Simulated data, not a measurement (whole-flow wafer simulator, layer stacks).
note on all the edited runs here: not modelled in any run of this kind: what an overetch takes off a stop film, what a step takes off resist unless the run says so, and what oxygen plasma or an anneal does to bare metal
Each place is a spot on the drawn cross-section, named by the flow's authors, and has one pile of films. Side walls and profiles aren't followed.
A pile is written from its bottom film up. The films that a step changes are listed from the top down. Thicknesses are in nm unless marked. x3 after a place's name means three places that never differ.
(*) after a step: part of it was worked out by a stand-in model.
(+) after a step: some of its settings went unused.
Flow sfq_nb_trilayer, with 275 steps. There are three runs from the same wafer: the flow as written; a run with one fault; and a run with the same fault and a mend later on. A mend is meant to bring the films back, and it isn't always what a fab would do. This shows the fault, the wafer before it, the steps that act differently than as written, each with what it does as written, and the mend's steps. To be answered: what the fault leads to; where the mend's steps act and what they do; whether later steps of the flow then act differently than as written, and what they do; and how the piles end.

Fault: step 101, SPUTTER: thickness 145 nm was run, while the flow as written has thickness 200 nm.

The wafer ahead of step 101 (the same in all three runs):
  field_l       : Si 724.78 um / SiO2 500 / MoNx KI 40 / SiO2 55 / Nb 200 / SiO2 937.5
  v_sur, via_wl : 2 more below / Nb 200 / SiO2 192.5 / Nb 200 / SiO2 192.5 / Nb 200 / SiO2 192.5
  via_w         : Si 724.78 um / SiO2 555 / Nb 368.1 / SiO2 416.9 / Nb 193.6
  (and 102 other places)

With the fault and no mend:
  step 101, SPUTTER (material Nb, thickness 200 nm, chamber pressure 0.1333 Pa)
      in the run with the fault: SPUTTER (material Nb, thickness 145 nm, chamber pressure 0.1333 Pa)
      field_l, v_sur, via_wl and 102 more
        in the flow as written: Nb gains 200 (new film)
        in the run with the fault: Nb gains 145 (new film)
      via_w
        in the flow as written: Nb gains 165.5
        in the run with the fault: Nb gains 119.7
  Later steps of the flow acting differently than as written (not shown: 4 more steps that differ only slightly, by at most 2% or 0.5 nm, whichever is larger):
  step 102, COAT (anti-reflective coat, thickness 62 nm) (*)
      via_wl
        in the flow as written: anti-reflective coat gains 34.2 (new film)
        in the run with the fault: anti-reflective coat gains 32.6 (new film)
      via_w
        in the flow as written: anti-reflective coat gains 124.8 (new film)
        in the run with the fault: anti-reflective coat gains 121.8 (new film)
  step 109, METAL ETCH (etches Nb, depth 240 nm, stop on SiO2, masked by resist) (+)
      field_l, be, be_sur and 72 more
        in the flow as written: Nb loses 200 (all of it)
        in the run with the fault: Nb loses 145 (all of it)
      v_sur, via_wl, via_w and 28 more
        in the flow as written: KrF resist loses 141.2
        in the run with the fault: KrF resist loses 127.9
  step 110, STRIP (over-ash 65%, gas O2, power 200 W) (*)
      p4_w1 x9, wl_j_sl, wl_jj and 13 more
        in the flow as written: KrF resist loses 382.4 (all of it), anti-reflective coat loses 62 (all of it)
        in the run with the fault: KrF resist loses 395.6 (all of it), anti-reflective coat loses 62 (all of it)
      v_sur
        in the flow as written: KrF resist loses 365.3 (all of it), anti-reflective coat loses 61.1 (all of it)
        in the run with the fault: KrF resist loses 379.1 (all of it), anti-reflective coat loses 60.8 (all of it)
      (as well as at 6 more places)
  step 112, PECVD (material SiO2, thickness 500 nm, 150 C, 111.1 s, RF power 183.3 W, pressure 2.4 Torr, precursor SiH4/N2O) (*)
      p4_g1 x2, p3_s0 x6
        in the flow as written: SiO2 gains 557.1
        in the run with the fault: SiO2 gains 502.1
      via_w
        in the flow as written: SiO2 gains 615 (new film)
        in the run with the fault: SiO2 gains 600.3 (new film)
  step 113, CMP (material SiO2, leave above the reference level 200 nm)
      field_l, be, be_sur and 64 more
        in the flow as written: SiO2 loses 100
        in the run with the fault: SiO2 loses 155
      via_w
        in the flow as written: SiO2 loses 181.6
        in the run with the fault: SiO2 loses 176.1
  At v_sur, via_wl, via_w and 86 more, the piles at the end differ from the flow's by more than 2% or 0.5 nm, whichever is larger.
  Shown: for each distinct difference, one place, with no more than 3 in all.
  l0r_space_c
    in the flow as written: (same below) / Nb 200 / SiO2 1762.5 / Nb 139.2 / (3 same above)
    in the run with the fault: (same below) / Nb 200 / SiO2 1707.5 / Nb 139.2 / (3 same above)
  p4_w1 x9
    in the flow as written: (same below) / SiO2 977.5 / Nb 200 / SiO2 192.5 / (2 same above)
    in the run with the fault: (same below) / SiO2 977.5 / Nb 145 / SiO2 192.5 / (2 same above)
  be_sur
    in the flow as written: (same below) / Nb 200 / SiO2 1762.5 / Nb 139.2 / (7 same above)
    in the run with the fault: (same below) / Nb 200 / SiO2 1707.5 / Nb 139.2 / (7 same above)

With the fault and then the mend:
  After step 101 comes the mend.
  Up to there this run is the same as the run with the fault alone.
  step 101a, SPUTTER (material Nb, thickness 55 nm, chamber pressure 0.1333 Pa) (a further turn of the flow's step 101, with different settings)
      field_l, v_sur, via_wl and 102 more
        Nb gains 55
      via_w
        Nb gains 42.9
  None of the later steps of the flow differs from how it acts as written, at any place that is followed, by more than 2% or 0.5 nm, whichever is larger.
  When the end is reached, the piles differ only a little from the flow's at the places that both follow, at most by 2% or 0.5 nm, whichever is larger.
